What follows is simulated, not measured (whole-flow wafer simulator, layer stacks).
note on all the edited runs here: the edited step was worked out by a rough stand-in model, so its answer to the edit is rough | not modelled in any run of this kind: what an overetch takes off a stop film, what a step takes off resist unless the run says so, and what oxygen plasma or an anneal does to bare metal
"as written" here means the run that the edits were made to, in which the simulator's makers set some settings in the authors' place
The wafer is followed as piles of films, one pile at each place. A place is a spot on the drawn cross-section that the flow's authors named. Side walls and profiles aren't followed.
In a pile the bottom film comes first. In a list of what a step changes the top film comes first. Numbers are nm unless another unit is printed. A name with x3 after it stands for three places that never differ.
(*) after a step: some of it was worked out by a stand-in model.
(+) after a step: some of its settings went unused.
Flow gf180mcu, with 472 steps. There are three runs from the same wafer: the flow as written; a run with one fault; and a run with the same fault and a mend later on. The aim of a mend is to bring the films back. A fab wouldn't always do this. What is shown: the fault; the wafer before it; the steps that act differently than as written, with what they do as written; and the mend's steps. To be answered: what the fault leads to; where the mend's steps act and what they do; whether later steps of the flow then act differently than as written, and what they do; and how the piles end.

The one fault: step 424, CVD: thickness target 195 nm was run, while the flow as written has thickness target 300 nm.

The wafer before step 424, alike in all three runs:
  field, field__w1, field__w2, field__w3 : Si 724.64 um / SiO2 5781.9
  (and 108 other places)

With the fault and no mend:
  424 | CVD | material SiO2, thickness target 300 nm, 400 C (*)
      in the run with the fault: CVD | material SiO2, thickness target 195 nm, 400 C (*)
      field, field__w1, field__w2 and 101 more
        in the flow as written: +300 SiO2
        in the run with the fault: +195 SiO2
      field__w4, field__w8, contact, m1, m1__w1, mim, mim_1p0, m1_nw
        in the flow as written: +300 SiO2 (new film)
        in the run with the fault: +195 SiO2 (new film)
  Later steps of the flow acting differently than as written (1 other step is not shown; it differs only slightly, by no more than 2% or 0.5 nm, whichever is larger):
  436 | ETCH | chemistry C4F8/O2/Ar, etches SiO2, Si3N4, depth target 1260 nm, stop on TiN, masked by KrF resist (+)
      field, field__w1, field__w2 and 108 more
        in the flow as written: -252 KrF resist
        in the run with the fault: -229.9 KrF resist
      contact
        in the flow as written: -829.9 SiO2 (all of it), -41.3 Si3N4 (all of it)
        in the run with the fault: -724.9 SiO2 (all of it), -41.3 Si3N4 (all of it)
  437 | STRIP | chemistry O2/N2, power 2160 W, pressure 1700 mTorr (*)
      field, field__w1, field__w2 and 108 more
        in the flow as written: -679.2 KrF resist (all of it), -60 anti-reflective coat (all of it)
        in the run with the fault: -701.3 KrF resist (all of it), -60 anti-reflective coat (all of it)
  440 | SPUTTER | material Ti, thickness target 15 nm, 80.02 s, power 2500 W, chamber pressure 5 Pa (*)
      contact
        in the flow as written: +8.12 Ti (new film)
        in the run with the fault: +8.63 Ti (new film)
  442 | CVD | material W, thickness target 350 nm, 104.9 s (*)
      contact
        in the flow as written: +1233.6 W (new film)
        in the run with the fault: +1127.7 W (new film)
  By the end, the piles at field__w4, field__w8, contact, m1, m1__w1, mim, mim_1p0, m1_nw depart from the flow's by more than 2% or 0.5 nm, whichever is larger.
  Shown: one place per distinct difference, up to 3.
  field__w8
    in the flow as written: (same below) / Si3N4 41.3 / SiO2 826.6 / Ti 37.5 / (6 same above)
    in the run with the fault: (same below) / Si3N4 41.3 / SiO2 721.6 / Ti 37.5 / (6 same above)
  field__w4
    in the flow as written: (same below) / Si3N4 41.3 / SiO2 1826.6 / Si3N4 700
    in the run with the fault: (same below) / Si3N4 41.3 / SiO2 1721.6 / Si3N4 700
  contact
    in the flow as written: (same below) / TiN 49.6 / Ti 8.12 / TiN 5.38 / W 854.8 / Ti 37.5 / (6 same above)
    in the run with the fault: (same below) / TiN 49.6 / Ti 8.63 / TiN 5.72 / W 749 / Ti 37.5 / (6 same above)

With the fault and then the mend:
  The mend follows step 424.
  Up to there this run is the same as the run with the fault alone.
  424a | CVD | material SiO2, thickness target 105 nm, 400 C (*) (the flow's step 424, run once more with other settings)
      field, field__w1, field__w2 and 109 more
        +105 SiO2
  Every later step of the flow that is run acts as written at every place that is followed.
  At every place that both follow, the piles at the end match the flow's.
